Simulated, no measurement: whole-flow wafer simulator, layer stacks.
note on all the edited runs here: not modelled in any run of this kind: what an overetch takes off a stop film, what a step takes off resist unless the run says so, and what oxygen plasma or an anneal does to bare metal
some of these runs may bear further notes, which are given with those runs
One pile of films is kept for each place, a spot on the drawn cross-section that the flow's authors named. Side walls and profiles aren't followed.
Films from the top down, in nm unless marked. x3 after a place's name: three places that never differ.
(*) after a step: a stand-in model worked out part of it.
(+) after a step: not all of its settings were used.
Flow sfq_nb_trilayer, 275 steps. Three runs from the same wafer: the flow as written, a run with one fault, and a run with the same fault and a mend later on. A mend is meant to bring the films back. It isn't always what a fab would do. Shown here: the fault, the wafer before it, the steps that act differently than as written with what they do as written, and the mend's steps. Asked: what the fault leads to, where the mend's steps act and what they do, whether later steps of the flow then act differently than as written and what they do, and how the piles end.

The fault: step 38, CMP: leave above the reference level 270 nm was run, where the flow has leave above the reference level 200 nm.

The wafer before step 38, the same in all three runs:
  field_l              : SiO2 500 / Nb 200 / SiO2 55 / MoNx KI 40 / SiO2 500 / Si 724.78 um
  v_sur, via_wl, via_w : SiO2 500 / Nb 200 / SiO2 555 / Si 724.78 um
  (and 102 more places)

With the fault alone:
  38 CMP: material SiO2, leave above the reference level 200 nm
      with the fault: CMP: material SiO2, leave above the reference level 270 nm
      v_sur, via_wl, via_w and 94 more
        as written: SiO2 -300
        with the fault: SiO2 -230
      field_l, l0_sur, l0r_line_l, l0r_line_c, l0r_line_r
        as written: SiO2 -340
        with the fault: SiO2 -270
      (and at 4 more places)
  Later steps of the flow that act differently than as written (4 more steps differ only slightly, by at most 2% or 0.5 nm, whichever is larger, and aren't shown):
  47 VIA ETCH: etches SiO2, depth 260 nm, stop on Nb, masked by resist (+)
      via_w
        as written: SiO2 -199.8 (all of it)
        with the fault: SiO2 -260
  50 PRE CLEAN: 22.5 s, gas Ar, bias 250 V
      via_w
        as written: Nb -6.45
        with the fault: SiO2 -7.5
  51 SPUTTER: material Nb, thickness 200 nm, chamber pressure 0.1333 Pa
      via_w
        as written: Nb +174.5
        with the fault: Nb +163.1 (new film)
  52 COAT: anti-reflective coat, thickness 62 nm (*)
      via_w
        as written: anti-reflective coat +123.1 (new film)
        with the fault: anti-reflective coat +136.1 (new film)
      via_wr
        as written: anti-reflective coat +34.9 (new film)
        with the fault: anti-reflective coat +33.2 (new film)
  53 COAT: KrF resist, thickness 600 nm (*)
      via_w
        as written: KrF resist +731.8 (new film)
        with the fault: KrF resist +781.6 (new film)
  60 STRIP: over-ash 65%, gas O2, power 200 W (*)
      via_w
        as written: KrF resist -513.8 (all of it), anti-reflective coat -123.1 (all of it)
        with the fault: KrF resist -563.6 (all of it), anti-reflective coat -136.1 (all of it)
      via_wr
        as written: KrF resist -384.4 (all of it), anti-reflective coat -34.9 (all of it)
        with the fault: KrF resist -378.6 (all of it), anti-reflective coat -33.2 (all of it)
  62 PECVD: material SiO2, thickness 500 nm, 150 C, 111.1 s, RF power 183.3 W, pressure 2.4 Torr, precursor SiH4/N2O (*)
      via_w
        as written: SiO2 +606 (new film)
        with the fault: SiO2 +678.7 (new film)
  At the end the piles differ from the flow's by more than 2% or 0.5 nm, whichever is larger, at field_l, v_sur, via_wl and 103 more.
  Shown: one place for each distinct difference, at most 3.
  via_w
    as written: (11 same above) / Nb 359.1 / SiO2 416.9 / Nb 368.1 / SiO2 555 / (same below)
    with the fault: (11 same above) / Nb 359.1 / SiO2 489.6 / Nb 163.1 / SiO2 2.35 / Nb 200 / SiO2 555 / (same below)
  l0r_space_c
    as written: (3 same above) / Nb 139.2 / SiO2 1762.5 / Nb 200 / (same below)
    with the fault: (3 same above) / Nb 139.2 / SiO2 1832.5 / Nb 200 / (same below)
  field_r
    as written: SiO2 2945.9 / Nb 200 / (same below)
    with the fault: SiO2 3015.9 / Nb 200 / (same below)

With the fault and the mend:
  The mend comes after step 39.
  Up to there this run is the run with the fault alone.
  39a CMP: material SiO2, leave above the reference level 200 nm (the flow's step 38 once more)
      field_l, v_sur, via_wl and 103 more
        SiO2 -70
  No later step of the flow acts differently than as written at any place that is followed.
  At the end the piles are the same as the flow's at every place that both follow.
